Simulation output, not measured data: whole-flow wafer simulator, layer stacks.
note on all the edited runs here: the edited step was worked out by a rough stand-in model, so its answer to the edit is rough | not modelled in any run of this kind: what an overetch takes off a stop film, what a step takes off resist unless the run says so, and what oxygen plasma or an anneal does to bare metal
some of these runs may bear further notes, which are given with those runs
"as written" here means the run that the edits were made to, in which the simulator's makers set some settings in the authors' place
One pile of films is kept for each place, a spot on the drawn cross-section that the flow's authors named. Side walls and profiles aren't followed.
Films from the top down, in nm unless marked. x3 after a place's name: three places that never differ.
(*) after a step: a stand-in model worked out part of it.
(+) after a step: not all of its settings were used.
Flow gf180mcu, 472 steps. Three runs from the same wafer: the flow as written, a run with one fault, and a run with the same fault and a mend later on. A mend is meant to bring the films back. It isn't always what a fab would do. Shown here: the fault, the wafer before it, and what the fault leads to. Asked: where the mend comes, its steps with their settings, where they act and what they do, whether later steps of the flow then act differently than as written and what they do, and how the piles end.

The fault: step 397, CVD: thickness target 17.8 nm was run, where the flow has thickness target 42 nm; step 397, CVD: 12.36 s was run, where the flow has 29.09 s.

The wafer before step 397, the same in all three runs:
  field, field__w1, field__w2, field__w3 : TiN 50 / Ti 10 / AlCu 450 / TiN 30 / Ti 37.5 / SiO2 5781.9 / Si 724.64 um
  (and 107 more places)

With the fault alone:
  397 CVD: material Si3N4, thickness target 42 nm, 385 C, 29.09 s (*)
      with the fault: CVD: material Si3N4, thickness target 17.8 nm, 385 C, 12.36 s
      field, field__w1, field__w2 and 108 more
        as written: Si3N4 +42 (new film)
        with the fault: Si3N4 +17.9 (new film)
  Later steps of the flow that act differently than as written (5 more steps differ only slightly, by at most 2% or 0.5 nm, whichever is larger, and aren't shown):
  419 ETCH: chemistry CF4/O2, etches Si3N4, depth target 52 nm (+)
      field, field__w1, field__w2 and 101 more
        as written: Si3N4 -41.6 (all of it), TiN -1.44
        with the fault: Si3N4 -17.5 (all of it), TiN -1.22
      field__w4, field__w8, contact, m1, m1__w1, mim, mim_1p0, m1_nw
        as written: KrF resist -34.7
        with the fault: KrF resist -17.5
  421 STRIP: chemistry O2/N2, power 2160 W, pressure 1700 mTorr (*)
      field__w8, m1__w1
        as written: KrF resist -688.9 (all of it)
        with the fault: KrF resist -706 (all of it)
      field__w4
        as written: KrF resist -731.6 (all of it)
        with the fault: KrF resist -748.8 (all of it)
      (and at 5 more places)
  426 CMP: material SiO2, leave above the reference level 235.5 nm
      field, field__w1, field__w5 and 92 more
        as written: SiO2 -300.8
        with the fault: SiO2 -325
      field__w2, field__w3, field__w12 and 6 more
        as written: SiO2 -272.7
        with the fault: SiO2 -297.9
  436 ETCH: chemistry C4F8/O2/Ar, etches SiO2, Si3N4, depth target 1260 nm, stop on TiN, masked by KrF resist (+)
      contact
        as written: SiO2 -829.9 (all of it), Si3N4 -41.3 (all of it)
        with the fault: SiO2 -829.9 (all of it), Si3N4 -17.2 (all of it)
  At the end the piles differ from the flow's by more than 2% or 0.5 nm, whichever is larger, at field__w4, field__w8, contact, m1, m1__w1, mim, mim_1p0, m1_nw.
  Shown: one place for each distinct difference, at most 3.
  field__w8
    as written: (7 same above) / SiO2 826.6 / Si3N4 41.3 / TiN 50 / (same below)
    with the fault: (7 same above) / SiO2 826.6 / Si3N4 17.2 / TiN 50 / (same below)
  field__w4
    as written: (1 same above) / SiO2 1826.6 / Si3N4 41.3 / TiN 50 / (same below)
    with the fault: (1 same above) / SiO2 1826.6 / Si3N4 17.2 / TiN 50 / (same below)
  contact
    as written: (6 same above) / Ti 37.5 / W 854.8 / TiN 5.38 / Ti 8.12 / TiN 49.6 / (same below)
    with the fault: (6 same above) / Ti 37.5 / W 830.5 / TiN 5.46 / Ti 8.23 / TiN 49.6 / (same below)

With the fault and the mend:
  The mend comes after step 397.
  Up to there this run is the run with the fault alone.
  397a CVD: material Si3N4, thickness target 24.2 nm, 385 C, 16.76 s (the flow's step 397 once more, with other settings)
      field, field__w1, field__w2 and 108 more
        Si3N4 +24.2
  No later step of the flow acts differently than as written, at any place that is followed, by more than 2% or 0.5 nm, whichever is larger.
  At the end the piles differ from the flow's only slightly at the places that both follow, by at most 2% or 0.5 nm, whichever is larger.
